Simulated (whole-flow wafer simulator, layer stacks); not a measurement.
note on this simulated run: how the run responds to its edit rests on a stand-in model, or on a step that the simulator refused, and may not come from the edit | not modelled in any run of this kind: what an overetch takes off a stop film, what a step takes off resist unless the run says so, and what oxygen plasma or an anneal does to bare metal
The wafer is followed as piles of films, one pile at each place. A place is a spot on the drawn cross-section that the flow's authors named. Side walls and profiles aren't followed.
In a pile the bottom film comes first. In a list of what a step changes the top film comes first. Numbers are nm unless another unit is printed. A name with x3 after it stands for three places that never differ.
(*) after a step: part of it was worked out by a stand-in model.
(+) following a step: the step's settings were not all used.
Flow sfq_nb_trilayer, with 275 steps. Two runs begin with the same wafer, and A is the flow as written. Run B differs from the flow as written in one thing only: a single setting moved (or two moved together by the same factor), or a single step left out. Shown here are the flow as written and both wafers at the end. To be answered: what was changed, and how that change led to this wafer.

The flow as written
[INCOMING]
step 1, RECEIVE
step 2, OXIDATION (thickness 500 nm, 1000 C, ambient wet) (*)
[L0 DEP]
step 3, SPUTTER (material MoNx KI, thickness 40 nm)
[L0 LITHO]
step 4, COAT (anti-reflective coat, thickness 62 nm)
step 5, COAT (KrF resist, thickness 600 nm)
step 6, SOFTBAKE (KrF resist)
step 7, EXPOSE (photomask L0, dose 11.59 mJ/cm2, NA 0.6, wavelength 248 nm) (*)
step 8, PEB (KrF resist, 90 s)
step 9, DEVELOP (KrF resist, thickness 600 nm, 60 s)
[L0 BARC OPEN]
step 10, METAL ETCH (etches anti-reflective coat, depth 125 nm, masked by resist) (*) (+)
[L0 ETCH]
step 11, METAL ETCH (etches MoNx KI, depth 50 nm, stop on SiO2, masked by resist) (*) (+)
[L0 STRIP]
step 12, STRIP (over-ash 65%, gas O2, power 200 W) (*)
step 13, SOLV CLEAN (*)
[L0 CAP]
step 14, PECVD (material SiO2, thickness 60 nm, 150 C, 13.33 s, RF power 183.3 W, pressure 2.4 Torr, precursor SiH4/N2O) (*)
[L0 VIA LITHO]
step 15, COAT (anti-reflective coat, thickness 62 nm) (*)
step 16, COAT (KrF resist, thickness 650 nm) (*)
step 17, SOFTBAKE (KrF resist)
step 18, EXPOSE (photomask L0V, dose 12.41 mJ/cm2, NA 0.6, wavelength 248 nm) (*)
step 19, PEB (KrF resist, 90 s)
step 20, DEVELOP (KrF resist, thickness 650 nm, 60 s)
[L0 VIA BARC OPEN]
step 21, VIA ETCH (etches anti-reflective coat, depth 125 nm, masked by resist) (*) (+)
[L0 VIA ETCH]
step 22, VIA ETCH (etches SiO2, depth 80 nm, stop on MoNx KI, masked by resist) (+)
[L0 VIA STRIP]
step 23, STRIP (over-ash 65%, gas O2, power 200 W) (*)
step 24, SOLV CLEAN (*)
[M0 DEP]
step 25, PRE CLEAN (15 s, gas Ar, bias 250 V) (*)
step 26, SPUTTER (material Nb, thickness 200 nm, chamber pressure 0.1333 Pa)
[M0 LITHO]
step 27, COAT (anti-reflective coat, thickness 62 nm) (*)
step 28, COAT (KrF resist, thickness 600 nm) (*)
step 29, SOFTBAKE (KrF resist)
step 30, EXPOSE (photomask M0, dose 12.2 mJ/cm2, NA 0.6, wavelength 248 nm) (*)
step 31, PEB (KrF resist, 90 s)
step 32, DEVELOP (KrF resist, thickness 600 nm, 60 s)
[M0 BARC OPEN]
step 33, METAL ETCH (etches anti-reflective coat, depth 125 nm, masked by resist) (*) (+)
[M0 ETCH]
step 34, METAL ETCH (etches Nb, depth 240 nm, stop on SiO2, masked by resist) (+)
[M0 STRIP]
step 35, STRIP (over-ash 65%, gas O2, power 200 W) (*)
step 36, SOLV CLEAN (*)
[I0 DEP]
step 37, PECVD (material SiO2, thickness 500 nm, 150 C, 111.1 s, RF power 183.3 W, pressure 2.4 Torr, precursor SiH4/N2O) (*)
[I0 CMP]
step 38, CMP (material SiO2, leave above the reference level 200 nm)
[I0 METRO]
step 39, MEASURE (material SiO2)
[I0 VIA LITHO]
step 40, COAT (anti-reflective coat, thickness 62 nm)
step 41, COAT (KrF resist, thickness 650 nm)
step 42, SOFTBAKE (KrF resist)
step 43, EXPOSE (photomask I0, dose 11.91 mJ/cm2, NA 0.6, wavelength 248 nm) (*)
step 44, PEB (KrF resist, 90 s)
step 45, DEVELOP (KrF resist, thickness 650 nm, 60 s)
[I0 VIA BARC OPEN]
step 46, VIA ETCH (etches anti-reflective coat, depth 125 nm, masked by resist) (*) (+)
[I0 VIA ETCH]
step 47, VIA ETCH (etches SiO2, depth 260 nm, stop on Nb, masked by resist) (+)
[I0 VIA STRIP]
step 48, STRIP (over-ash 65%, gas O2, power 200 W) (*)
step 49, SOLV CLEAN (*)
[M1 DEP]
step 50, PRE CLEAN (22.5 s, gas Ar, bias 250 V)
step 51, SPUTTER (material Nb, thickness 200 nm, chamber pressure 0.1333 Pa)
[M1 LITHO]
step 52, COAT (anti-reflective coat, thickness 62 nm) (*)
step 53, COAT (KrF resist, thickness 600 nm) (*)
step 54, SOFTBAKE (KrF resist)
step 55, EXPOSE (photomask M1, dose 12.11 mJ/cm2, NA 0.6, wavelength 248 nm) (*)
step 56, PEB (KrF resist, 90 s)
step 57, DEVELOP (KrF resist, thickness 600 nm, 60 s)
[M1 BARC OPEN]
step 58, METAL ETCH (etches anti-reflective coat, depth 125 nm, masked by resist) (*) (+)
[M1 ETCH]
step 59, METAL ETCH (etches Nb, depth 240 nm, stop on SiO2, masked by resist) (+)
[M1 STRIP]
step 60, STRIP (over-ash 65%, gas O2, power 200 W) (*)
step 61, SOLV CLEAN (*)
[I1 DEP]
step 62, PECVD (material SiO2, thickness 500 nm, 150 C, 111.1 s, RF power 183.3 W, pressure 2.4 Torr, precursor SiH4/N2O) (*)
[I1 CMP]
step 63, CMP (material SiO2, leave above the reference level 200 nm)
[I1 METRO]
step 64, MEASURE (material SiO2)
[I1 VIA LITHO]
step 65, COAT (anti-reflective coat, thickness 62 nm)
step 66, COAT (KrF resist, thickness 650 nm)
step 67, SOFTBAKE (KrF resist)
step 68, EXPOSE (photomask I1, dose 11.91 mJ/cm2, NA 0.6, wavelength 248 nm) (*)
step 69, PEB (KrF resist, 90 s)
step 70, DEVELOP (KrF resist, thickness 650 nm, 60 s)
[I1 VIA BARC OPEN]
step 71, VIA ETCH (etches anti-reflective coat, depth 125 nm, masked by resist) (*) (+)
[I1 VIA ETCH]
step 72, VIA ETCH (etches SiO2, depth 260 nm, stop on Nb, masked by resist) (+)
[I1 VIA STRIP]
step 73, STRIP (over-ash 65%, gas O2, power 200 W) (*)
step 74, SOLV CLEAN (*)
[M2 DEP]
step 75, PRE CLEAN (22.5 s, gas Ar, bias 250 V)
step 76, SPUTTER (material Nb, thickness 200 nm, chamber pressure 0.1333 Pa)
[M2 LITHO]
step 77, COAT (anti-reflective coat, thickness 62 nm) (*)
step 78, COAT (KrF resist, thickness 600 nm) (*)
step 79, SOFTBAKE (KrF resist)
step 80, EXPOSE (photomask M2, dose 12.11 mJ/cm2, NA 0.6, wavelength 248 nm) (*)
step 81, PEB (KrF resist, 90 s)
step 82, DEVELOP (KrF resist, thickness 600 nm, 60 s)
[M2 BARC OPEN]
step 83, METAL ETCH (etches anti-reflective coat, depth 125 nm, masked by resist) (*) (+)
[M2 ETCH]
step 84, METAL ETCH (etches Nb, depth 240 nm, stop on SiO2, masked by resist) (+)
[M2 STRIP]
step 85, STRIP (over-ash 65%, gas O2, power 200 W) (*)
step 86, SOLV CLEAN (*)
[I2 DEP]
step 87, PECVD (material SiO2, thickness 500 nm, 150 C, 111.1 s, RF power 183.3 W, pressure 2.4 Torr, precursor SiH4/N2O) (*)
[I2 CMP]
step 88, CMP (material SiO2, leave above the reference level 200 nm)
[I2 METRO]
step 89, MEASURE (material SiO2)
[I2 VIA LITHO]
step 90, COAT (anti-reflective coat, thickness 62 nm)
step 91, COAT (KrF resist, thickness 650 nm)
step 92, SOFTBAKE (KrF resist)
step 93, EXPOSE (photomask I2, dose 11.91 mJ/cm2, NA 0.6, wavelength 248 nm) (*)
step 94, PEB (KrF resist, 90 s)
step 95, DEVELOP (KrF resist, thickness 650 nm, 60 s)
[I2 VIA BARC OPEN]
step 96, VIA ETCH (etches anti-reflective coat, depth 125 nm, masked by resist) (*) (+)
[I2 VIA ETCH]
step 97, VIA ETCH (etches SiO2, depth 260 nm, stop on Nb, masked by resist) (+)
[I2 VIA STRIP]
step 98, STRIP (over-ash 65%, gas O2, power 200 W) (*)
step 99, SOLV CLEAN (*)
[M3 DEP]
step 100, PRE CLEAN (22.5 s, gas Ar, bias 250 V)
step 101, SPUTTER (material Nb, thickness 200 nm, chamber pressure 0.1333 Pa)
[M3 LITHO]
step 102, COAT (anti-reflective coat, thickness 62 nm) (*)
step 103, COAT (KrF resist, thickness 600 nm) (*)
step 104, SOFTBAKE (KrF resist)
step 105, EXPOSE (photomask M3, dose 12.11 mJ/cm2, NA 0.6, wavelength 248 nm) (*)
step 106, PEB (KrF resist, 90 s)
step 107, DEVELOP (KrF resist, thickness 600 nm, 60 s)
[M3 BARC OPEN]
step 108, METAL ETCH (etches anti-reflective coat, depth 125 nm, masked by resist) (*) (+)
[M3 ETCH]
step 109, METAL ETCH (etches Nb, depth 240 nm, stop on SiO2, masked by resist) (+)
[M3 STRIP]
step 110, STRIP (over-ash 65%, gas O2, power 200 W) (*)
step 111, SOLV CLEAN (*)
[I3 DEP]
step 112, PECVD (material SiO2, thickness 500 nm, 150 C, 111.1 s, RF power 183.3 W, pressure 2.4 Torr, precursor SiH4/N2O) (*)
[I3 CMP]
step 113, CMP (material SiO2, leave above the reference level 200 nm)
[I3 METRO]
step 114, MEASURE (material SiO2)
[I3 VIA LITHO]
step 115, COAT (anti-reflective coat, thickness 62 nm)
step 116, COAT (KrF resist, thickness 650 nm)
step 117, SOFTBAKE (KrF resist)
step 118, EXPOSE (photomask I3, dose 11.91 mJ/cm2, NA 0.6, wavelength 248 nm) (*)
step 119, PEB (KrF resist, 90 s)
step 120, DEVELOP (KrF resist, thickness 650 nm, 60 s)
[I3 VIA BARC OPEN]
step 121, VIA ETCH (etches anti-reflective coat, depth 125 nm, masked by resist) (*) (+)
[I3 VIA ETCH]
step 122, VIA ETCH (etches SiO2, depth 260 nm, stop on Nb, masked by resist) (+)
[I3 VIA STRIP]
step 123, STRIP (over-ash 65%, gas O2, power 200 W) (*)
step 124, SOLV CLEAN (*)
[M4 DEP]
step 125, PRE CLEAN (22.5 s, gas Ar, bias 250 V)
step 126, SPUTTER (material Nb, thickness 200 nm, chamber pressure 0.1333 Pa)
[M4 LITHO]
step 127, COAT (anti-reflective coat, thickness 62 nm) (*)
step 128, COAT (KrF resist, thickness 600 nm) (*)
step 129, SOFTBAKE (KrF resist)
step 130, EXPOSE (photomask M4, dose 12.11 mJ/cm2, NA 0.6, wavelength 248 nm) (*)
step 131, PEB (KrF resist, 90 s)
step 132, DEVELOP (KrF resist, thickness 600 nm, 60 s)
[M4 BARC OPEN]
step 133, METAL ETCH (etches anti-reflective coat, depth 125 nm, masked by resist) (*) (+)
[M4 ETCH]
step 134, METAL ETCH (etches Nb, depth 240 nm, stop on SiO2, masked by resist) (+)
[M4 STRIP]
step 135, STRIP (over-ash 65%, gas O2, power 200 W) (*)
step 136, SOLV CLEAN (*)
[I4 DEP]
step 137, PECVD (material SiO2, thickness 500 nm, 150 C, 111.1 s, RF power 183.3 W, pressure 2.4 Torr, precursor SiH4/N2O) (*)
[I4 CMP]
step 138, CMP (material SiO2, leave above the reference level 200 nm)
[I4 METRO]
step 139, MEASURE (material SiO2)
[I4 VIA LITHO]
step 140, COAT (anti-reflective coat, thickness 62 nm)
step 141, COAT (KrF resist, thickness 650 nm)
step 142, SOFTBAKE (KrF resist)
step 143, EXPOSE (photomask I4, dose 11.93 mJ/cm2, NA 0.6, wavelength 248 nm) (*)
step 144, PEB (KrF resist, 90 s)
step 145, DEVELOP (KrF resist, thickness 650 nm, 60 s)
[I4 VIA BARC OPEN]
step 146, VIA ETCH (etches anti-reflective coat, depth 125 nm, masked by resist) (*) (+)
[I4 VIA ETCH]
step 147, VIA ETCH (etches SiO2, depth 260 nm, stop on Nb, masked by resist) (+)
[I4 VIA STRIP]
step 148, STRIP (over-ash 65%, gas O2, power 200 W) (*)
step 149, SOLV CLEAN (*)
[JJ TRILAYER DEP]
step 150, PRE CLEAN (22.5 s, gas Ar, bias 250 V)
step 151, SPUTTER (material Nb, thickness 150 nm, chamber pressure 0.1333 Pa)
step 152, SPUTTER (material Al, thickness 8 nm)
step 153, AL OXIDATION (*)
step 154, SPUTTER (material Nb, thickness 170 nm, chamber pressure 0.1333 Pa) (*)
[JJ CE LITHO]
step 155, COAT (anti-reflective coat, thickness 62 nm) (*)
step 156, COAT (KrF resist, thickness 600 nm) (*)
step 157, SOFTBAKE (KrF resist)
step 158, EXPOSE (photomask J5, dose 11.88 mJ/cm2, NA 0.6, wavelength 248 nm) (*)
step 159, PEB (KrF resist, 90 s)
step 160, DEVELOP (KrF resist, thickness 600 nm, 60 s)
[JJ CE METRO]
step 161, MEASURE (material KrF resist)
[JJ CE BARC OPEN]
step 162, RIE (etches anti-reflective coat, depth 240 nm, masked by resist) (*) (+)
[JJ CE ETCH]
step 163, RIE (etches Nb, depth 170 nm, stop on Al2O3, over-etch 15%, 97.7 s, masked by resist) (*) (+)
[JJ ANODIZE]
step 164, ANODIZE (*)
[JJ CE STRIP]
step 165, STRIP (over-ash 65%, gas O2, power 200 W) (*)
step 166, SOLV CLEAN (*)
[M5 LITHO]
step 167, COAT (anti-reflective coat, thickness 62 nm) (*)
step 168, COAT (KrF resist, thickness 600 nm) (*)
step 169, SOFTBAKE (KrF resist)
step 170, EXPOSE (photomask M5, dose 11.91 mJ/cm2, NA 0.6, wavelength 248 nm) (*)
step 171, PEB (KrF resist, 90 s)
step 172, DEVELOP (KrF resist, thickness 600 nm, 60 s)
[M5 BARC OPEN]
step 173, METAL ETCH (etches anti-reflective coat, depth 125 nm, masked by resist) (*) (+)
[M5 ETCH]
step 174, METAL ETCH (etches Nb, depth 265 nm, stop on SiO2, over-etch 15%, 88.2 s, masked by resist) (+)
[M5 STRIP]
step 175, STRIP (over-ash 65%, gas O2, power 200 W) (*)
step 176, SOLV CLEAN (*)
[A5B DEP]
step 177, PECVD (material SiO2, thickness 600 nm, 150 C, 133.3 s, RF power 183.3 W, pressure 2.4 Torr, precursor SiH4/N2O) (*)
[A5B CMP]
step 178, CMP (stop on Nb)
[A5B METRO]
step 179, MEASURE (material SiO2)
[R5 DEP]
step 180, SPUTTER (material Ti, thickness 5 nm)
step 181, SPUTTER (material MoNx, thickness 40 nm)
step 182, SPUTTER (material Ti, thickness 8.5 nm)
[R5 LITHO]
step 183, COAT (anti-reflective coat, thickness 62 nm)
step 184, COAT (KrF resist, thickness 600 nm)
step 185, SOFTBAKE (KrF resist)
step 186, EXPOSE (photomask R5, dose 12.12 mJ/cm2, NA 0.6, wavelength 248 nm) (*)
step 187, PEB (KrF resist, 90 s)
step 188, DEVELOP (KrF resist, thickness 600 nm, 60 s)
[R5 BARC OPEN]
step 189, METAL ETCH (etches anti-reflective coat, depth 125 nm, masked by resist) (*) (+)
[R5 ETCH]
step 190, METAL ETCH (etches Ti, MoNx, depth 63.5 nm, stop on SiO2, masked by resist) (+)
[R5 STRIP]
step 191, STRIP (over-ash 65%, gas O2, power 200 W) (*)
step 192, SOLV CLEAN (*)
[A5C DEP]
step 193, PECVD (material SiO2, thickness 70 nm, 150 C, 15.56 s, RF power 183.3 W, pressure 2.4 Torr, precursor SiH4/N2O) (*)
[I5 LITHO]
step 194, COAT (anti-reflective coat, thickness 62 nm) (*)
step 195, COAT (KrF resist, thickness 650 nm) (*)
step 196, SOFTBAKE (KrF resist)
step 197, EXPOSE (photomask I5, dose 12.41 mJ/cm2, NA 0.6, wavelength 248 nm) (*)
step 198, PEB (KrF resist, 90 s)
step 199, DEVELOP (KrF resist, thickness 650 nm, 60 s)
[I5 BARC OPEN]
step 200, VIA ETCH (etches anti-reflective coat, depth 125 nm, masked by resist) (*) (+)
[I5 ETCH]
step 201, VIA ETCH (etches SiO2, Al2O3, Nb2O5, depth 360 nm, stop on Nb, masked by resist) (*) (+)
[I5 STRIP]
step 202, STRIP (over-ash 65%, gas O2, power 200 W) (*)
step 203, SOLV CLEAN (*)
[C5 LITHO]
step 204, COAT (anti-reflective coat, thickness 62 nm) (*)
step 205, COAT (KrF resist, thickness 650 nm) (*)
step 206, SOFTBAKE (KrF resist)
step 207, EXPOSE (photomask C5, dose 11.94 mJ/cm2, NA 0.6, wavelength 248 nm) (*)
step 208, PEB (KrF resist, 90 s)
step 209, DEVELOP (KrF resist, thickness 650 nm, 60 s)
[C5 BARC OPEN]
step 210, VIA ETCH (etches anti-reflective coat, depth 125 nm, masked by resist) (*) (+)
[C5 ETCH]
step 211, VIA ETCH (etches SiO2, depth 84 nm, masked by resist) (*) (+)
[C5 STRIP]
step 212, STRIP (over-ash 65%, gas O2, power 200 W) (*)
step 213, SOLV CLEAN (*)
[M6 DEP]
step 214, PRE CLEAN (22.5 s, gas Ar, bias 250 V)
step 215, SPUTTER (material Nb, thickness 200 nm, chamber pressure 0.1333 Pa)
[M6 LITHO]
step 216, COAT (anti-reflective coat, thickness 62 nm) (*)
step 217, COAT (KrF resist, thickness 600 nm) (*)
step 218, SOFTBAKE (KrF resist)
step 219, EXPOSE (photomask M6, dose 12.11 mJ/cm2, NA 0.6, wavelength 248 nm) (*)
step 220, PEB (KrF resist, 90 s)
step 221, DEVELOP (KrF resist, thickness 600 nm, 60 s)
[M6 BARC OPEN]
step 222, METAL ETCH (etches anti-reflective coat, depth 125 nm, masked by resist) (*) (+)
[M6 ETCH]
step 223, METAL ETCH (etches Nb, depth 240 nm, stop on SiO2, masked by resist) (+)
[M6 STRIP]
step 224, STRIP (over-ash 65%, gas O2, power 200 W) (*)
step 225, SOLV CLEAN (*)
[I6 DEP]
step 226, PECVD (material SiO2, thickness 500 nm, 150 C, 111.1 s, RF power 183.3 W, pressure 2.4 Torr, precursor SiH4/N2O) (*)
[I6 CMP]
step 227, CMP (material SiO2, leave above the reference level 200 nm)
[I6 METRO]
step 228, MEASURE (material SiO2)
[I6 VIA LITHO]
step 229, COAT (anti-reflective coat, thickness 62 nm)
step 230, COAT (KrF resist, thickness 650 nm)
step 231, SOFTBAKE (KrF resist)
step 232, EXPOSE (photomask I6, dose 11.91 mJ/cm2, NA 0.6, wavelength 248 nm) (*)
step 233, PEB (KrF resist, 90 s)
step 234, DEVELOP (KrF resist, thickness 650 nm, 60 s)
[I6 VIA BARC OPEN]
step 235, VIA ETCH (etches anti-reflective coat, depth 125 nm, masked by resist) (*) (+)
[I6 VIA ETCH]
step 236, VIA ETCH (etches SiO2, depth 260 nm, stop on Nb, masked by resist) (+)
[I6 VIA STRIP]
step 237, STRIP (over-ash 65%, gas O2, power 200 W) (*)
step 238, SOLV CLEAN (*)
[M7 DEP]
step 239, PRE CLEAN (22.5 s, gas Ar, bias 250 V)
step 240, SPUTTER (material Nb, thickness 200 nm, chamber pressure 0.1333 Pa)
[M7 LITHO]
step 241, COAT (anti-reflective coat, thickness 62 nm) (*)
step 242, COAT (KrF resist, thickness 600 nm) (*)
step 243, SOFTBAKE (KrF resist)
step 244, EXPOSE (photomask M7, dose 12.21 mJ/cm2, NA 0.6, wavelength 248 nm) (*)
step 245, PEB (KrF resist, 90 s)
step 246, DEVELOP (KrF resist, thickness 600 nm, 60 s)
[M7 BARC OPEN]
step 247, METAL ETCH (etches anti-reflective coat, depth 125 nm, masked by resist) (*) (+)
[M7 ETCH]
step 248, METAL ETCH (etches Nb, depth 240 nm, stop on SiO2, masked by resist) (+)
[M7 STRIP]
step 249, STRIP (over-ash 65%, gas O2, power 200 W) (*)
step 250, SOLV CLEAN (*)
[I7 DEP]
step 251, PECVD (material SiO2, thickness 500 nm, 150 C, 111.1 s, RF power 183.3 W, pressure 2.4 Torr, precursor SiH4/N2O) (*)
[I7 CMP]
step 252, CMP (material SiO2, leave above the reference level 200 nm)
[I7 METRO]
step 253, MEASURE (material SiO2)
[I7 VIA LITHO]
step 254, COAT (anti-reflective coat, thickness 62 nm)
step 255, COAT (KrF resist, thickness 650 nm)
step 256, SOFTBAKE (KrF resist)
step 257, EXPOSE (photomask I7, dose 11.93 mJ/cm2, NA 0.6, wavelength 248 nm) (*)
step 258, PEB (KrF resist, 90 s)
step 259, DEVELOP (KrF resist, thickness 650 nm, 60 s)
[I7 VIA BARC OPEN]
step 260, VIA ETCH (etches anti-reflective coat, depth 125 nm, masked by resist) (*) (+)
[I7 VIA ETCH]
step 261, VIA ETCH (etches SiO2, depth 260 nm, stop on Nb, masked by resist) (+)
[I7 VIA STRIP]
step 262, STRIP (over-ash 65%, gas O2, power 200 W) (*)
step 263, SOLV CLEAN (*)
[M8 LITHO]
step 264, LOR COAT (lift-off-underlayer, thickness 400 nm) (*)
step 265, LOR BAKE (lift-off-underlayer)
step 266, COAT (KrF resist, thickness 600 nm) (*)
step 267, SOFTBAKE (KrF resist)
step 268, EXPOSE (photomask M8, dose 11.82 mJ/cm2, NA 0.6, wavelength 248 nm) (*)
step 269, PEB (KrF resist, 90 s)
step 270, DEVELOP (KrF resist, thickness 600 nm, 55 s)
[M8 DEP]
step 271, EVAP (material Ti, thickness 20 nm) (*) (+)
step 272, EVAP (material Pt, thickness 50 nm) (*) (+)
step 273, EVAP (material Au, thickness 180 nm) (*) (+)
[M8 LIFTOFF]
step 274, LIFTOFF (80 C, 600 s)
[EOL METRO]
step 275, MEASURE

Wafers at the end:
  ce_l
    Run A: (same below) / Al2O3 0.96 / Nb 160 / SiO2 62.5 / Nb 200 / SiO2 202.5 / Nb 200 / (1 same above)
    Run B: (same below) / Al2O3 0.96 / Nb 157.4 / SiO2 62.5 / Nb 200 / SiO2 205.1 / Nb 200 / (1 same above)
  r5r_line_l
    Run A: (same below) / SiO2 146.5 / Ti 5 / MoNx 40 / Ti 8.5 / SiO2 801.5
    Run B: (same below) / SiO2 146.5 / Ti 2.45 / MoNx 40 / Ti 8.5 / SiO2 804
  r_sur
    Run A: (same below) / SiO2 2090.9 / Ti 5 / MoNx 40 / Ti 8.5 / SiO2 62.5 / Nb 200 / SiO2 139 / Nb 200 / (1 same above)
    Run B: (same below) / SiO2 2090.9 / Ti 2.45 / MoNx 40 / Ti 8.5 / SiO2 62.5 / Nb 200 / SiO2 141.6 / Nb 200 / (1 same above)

What caused this: step 180, SPUTTER: thickness 2.45 nm was run, while the flow as written has thickness 5 nm.
The wafer lets one read it off: r5r_line_l has Ti 2.45, and step 180 as written asks for 5 nm.

Step by step, how the change led to this:
  step 180, SPUTTER (material Ti, thickness 5 nm)
      field_l, v_sur, via_wl and 103 more: A Ti gains 5 (new film) | B Ti gains 2.45 (new film)
  step 190, METAL ETCH (etches Ti, MoNx, depth 63.5 nm, stop on SiO2, masked by resist) (+)
      field_l, v_sur, via_wl and 92 more: A Ti loses 8.5 (all of it), MoNx loses 40 (all of it), Ti loses 5 (all of it) | B Ti loses 8.5 (all of it), MoNx loses 40 (all of it), Ti loses 2.45 (all of it)
      ce_l, c5j, ce_r, wl_jj: A Ti loses 8.5 (all of it), MoNx loses 40 (all of it), Ti loses 5 (all of it), Nb loses 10 | B Ti loses 8.5 (all of it), MoNx loses 40 (all of it), Ti loses 2.45 (all of it), Nb loses 12.6
